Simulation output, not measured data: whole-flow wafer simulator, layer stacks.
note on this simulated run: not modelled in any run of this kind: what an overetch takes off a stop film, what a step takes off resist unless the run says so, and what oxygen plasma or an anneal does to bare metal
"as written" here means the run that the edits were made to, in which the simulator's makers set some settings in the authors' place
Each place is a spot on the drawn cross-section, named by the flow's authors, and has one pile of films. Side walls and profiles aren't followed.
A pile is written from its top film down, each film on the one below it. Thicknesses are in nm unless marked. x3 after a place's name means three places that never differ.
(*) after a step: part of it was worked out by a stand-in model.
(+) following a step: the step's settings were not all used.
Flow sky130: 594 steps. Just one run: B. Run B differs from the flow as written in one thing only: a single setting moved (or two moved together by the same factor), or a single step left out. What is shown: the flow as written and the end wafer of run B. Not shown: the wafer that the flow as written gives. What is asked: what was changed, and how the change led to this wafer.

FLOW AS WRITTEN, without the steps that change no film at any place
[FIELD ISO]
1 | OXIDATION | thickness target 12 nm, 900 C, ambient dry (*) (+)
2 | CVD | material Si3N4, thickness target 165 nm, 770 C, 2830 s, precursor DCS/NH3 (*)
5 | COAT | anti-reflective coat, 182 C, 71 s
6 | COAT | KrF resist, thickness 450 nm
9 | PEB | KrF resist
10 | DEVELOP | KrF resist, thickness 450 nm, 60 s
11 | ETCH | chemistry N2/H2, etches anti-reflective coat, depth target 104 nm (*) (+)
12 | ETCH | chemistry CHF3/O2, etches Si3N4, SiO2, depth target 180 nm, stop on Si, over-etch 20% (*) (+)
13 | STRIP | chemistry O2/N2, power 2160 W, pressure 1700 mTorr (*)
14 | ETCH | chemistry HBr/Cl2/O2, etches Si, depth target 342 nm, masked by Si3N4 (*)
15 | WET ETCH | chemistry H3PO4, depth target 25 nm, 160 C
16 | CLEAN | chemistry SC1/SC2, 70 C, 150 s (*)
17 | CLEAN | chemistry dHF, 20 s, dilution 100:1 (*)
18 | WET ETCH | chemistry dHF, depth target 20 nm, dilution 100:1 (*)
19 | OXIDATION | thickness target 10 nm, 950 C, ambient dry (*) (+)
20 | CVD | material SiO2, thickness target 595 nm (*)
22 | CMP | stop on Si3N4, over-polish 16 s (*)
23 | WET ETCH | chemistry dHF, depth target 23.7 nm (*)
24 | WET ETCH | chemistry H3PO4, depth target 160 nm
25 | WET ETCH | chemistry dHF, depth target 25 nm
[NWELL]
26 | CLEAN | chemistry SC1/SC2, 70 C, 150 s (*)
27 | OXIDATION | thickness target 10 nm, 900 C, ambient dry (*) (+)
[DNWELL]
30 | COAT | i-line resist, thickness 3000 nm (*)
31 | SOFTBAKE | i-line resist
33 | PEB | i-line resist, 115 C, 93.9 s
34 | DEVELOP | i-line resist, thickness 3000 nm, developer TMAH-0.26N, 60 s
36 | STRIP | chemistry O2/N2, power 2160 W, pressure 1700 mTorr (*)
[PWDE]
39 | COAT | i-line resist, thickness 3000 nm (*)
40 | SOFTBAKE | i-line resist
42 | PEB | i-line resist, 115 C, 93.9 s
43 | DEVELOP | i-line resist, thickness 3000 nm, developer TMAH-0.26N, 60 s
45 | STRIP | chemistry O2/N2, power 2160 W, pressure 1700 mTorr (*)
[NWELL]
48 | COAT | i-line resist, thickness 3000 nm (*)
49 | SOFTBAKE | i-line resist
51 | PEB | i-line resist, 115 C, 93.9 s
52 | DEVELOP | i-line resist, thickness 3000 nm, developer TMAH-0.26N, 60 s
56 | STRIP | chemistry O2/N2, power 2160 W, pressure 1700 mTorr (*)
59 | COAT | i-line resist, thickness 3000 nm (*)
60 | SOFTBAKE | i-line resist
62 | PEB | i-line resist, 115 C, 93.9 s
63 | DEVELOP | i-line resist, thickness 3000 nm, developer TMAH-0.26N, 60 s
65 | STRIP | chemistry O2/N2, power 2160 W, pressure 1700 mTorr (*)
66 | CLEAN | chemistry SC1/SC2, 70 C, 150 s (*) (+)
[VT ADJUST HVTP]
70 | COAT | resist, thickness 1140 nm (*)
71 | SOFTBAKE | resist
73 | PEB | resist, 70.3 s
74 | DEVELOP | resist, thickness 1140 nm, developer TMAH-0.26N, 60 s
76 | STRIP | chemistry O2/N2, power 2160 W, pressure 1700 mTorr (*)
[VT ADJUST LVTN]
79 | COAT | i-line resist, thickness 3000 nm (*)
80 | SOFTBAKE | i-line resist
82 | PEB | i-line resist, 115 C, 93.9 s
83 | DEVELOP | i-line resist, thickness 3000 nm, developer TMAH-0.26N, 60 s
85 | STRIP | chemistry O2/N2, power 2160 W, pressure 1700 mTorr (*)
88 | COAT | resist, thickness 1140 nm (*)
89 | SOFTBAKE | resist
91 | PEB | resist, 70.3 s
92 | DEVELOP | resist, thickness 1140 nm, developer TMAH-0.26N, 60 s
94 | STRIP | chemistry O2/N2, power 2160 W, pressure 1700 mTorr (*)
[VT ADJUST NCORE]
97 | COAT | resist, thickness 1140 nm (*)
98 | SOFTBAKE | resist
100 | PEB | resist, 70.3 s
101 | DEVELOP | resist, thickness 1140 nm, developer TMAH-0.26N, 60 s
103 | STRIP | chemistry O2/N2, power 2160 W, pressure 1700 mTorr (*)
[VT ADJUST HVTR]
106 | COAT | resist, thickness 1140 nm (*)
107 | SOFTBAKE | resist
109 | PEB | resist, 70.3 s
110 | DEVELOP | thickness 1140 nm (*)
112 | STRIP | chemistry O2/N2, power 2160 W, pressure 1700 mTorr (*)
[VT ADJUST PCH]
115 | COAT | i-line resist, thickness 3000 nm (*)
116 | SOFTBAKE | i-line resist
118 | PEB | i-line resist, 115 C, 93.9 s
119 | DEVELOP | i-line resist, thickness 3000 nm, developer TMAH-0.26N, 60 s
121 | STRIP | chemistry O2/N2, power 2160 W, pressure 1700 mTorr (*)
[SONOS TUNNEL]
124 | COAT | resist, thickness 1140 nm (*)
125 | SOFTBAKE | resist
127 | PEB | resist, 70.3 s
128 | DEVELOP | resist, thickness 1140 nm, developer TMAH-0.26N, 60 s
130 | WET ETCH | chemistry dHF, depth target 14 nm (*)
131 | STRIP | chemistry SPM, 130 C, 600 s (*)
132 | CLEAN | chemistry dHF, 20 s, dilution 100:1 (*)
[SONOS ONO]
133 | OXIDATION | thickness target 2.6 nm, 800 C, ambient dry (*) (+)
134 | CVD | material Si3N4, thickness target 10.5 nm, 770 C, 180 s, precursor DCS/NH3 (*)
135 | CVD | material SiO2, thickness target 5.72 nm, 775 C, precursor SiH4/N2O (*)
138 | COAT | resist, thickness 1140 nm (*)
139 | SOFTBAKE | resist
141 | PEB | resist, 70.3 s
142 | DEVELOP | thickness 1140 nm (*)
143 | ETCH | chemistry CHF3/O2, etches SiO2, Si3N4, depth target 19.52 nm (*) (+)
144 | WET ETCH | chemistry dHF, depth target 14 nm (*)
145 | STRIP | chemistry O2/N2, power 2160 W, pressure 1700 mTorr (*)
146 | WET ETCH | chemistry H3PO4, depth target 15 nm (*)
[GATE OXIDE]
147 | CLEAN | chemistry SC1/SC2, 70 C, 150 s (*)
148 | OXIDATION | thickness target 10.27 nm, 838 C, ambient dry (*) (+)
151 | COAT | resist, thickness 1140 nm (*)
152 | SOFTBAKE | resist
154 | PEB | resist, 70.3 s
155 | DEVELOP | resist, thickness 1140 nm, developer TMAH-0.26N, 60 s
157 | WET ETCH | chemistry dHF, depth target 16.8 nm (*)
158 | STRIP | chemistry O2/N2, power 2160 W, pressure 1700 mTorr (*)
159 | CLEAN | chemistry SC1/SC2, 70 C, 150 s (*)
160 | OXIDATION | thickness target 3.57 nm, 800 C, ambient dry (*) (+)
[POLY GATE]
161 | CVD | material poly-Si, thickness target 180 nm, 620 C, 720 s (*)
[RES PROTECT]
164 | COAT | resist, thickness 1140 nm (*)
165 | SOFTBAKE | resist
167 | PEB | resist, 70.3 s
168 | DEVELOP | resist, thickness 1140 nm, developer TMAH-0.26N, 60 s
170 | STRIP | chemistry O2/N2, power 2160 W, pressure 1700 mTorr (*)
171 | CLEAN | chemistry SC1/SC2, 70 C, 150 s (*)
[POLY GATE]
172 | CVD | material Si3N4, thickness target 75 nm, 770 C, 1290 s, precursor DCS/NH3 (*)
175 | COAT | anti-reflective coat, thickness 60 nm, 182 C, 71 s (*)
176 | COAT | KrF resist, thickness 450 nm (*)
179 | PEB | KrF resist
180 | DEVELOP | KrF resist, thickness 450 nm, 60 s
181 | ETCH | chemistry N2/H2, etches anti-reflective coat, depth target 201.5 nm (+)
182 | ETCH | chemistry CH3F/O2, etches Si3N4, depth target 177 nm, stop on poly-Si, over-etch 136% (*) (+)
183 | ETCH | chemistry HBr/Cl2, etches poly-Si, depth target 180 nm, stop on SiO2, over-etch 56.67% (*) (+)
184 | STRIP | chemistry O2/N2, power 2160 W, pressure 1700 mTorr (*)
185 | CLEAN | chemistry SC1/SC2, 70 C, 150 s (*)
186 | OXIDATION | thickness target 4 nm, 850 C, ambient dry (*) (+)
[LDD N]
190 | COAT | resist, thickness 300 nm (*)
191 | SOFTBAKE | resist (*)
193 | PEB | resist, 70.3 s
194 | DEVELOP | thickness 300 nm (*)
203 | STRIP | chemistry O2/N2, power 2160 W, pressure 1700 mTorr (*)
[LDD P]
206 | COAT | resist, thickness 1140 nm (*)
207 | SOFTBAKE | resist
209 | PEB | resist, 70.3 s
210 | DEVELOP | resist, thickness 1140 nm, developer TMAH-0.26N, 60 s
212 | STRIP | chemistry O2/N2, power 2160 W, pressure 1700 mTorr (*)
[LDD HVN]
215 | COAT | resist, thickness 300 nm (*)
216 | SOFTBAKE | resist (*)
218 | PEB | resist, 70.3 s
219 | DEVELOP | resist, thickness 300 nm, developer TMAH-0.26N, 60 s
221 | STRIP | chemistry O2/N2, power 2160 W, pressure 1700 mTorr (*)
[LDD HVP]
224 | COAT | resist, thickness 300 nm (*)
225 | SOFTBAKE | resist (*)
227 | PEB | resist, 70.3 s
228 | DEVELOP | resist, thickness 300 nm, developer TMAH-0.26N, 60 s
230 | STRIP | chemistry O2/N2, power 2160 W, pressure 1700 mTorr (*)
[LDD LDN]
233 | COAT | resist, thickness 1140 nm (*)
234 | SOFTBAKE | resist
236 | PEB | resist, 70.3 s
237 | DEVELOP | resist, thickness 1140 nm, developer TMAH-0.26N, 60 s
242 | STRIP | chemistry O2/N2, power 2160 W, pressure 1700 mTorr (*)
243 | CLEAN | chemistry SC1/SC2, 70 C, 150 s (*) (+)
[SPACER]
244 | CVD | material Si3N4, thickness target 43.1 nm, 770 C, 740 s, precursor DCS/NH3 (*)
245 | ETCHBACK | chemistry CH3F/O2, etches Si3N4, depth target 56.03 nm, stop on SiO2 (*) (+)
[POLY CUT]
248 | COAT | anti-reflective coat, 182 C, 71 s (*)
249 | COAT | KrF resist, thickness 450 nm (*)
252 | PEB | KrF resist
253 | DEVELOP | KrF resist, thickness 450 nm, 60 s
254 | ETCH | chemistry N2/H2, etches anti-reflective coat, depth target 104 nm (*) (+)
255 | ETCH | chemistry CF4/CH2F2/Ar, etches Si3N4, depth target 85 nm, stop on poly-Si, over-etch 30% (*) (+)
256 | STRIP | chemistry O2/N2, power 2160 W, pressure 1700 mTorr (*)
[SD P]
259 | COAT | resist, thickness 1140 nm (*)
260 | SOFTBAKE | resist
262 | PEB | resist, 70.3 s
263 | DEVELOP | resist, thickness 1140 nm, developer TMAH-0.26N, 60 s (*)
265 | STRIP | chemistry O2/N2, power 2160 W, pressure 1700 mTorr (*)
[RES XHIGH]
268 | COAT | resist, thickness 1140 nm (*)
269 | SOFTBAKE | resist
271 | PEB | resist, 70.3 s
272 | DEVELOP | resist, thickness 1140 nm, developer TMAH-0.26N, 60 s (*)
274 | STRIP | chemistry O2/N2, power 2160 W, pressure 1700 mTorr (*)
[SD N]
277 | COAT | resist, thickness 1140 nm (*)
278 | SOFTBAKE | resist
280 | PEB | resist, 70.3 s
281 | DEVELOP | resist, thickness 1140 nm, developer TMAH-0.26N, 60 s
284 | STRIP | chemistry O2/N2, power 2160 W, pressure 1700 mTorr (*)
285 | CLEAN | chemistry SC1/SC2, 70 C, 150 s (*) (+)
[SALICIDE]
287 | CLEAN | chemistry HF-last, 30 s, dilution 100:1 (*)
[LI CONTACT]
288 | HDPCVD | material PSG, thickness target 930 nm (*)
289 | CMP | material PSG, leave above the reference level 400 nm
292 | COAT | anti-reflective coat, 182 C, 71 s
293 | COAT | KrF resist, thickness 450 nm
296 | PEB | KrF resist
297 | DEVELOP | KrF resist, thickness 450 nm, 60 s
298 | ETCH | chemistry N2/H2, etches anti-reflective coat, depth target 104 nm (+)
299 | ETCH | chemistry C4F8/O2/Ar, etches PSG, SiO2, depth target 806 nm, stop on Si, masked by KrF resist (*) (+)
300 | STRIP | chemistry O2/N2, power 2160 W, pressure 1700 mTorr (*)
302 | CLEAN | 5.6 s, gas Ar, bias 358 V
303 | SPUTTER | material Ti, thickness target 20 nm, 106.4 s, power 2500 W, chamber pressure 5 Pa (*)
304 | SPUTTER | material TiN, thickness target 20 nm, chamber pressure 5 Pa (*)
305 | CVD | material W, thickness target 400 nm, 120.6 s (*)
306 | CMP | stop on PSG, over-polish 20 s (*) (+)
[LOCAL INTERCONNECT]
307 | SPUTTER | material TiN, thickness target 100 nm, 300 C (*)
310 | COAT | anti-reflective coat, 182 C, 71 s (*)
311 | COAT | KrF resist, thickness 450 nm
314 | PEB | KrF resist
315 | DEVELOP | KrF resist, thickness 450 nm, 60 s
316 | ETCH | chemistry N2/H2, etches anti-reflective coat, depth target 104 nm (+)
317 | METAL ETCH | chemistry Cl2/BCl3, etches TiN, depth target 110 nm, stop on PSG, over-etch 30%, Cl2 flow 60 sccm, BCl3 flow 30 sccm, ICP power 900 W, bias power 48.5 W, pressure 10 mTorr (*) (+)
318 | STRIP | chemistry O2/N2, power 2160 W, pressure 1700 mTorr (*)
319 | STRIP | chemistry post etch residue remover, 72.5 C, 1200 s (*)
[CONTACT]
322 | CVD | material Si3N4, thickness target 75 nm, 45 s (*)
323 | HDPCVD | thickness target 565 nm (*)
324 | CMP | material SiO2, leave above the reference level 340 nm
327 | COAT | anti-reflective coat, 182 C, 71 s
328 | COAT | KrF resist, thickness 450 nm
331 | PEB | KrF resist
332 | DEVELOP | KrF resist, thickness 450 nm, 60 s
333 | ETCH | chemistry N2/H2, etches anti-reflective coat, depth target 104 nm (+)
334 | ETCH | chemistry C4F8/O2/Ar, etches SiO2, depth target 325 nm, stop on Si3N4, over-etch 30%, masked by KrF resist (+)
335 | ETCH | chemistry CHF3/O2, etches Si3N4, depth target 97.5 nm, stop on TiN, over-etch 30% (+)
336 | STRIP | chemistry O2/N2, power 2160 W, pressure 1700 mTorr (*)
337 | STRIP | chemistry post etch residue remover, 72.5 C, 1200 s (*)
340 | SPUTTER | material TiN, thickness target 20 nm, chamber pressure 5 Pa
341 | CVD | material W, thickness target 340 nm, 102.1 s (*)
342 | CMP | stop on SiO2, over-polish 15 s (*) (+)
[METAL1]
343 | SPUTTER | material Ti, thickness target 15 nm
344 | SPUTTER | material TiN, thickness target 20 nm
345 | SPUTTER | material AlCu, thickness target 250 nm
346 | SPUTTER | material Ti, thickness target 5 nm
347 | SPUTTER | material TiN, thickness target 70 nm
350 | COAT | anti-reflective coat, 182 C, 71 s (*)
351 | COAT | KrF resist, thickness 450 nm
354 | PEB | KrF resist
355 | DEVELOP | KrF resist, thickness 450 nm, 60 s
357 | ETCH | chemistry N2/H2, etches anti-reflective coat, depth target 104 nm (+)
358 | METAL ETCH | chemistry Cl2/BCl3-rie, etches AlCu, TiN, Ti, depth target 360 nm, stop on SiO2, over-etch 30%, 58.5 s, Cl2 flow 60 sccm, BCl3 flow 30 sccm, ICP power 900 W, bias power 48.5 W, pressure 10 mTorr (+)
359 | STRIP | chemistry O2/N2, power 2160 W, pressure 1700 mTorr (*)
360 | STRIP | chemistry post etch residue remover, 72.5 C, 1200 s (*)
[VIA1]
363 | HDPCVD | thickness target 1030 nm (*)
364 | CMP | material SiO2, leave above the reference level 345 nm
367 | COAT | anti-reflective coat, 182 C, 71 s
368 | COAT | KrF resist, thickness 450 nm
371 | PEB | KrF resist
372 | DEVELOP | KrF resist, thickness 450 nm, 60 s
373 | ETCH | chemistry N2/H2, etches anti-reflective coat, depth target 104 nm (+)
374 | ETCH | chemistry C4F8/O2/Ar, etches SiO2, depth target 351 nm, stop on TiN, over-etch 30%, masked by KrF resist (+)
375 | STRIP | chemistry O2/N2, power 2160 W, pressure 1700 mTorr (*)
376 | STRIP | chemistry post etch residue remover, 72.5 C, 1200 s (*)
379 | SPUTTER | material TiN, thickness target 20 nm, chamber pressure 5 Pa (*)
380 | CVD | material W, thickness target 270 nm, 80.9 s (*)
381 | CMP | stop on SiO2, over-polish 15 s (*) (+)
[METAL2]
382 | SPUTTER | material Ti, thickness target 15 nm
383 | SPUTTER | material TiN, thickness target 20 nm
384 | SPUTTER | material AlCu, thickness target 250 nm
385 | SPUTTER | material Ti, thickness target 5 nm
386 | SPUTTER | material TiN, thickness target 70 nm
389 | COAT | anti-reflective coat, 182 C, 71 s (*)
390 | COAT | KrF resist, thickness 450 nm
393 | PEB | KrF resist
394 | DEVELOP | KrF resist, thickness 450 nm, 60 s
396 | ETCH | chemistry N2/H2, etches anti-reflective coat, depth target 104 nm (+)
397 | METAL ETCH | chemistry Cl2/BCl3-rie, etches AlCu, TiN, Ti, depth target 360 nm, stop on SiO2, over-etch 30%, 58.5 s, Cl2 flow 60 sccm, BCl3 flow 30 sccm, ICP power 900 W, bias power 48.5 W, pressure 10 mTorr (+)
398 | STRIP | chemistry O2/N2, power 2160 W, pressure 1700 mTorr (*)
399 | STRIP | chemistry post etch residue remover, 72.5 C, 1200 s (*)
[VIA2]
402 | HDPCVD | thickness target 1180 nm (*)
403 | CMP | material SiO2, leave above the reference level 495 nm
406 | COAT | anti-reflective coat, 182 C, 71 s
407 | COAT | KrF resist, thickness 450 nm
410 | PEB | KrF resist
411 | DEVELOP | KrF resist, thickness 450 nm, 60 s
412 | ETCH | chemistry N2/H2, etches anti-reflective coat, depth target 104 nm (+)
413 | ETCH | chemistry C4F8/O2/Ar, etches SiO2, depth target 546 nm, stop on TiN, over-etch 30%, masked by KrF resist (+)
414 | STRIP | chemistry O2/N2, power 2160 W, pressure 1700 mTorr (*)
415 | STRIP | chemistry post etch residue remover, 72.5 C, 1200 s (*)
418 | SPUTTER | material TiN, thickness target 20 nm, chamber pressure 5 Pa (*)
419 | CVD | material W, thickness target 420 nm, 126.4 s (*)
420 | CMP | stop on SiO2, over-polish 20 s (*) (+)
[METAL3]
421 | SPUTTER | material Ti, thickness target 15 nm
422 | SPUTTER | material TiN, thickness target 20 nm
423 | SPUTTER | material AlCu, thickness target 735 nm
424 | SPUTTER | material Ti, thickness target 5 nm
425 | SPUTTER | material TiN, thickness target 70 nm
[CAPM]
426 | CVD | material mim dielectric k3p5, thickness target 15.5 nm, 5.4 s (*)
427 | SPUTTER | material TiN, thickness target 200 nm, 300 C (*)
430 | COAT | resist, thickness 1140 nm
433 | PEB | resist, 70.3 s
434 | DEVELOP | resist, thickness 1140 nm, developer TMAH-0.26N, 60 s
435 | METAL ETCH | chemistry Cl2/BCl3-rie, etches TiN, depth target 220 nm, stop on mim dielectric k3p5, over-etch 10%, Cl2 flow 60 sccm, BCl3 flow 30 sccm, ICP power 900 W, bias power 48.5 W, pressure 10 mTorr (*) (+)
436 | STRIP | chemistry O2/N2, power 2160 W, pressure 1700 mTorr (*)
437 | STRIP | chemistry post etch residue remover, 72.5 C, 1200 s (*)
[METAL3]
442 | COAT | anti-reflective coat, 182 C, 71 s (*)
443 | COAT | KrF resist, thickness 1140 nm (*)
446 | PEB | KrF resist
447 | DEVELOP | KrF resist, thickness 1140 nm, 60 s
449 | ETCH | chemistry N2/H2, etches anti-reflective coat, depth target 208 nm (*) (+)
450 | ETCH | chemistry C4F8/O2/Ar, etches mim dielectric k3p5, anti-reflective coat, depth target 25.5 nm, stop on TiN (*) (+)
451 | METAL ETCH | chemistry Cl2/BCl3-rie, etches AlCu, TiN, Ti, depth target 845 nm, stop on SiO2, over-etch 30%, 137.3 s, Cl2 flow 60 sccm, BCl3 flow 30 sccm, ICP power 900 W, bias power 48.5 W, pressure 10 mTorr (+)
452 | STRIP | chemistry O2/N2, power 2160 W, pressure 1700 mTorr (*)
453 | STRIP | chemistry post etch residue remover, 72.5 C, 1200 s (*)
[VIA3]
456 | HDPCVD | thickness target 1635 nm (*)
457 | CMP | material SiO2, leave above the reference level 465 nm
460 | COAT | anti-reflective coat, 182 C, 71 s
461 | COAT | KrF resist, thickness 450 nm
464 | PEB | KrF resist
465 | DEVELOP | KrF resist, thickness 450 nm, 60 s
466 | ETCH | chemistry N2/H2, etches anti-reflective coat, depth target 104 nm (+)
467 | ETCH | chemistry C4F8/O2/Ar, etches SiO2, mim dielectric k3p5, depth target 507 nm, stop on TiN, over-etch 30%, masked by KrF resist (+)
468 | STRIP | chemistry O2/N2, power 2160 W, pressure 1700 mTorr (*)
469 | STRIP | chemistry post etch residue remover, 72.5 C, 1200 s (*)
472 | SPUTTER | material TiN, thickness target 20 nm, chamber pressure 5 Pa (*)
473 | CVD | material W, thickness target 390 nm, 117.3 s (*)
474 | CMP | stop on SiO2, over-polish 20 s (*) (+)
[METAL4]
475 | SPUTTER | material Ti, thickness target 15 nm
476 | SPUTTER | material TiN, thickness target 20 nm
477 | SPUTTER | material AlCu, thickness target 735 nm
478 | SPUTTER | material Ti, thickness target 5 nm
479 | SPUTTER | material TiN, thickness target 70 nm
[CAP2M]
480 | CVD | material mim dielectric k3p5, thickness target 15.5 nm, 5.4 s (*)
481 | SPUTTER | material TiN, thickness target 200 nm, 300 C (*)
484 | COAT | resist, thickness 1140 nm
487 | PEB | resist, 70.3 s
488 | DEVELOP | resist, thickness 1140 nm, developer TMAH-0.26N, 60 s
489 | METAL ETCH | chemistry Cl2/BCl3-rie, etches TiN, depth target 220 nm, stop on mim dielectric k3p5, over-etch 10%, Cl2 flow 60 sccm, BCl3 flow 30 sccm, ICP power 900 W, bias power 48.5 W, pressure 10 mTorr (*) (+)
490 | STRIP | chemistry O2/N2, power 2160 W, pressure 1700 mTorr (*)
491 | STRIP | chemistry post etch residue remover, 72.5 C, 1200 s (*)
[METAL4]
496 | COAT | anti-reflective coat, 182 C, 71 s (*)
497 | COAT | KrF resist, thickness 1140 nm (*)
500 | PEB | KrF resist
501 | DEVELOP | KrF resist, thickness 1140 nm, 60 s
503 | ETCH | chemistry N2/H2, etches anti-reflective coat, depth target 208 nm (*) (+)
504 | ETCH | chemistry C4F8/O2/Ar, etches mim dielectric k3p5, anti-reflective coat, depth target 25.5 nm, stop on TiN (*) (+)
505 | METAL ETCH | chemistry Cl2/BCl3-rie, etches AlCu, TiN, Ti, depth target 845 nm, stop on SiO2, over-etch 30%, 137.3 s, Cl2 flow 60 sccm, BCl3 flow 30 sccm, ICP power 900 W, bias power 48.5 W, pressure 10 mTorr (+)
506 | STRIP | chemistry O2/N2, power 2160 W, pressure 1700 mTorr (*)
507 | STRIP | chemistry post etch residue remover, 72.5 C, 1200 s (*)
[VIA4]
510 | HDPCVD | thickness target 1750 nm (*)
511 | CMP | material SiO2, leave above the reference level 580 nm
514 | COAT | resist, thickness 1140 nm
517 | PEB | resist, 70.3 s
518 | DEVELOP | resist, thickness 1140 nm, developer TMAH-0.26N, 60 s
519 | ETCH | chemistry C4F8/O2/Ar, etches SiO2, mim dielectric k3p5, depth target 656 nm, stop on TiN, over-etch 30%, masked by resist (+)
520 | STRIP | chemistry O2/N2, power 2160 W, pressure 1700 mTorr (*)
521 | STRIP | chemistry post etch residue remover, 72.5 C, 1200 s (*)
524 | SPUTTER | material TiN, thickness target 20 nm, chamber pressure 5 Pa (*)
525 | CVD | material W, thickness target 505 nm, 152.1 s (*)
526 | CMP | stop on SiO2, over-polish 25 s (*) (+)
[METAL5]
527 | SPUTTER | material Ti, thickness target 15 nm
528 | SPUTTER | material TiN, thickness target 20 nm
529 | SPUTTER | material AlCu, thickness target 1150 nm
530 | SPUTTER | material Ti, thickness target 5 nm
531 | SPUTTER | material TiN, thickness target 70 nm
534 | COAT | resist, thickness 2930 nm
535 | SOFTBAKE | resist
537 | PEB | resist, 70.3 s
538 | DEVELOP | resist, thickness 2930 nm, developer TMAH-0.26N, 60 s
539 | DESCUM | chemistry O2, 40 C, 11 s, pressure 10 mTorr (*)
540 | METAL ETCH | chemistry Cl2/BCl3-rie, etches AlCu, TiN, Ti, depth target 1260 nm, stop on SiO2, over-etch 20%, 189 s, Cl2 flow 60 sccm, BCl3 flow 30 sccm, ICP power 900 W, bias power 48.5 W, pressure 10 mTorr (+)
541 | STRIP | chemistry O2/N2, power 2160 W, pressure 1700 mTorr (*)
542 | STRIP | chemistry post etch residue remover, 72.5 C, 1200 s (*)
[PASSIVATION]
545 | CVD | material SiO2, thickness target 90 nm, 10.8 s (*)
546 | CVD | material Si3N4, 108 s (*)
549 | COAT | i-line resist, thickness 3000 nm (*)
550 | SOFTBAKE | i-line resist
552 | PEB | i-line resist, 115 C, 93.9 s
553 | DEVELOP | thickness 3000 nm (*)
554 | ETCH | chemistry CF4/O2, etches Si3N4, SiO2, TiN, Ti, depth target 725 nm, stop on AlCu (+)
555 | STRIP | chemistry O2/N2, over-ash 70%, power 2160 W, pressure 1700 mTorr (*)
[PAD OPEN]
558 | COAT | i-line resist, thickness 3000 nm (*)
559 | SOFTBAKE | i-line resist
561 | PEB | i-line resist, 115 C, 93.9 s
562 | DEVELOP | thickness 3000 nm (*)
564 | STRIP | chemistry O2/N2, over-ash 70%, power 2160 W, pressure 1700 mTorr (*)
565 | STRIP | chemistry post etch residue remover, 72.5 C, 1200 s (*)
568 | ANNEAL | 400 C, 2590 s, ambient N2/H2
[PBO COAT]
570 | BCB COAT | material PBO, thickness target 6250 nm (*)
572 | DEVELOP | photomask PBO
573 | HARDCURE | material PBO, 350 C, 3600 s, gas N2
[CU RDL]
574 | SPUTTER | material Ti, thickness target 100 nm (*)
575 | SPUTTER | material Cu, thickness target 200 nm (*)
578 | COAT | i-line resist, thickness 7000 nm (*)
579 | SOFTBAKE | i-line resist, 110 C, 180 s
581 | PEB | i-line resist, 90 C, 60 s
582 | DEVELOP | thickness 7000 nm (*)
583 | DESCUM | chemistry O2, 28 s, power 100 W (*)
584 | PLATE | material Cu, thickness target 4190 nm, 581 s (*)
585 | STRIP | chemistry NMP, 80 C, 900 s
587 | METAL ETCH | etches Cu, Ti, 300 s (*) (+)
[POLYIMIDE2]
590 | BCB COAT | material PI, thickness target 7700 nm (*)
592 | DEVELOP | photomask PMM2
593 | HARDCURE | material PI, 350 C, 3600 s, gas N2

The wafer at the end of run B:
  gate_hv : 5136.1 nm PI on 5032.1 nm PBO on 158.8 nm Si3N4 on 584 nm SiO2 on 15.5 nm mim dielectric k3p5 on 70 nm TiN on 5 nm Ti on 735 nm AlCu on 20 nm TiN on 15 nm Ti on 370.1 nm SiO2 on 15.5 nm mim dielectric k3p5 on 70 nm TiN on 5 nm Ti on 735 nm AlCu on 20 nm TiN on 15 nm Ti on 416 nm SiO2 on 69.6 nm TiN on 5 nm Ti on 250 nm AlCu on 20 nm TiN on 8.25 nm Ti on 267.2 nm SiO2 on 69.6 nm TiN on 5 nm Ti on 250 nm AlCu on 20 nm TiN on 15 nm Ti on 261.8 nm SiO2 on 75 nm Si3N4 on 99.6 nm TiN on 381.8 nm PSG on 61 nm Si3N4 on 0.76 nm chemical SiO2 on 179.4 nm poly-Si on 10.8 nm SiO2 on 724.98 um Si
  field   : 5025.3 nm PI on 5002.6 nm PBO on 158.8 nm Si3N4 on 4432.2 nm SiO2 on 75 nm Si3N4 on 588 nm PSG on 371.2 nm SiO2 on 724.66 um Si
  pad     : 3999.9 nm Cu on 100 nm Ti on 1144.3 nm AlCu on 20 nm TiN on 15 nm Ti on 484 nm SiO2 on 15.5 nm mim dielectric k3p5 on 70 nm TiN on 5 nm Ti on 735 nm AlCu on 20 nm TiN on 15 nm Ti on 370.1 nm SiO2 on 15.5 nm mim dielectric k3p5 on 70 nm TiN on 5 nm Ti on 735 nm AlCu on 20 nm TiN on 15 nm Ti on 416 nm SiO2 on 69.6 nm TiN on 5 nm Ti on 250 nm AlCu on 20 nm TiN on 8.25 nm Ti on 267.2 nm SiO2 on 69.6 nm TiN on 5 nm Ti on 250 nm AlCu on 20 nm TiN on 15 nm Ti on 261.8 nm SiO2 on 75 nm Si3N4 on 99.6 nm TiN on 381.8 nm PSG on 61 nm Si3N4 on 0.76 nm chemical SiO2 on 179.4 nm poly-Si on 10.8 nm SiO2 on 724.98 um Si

The reason: step 382, SPUTTER: thickness target 8.25 nm was run, while the flow as written has thickness target 15 nm.
The wafer itself shows it: gate_hv has Ti 8.25, and step 382 as written asks for 15 nm.

How this came from the change, step by step:
  382 | SPUTTER | material Ti, thickness target 15 nm
      field, active, n_well and 188 more: +8.25 Ti (new film) (it would be, as written: +15 Ti (new film))
  397 | METAL ETCH | chemistry Cl2/BCl3-rie, etches AlCu, TiN, Ti, depth target 360 nm, stop on SiO2, over-etch 30%, 58.5 s, Cl2 flow 60 sccm, BCl3 flow 30 sccm, ICP power 900 W, bias power 48.5 W, pressure 10 mTorr (+)
      field, active, gate and 82 more: -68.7 TiN (all of it), -5 Ti (all of it), -250 AlCu (all of it), -20 TiN (all of it), -8.25 Ti (all of it), -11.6 SiO2 (it would be, as written: -68.7 TiN (all of it), -5 Ti (all of it), -250 AlCu (all of it), -20 TiN (all of it), -15 Ti (all of it), -10.9 SiO2)
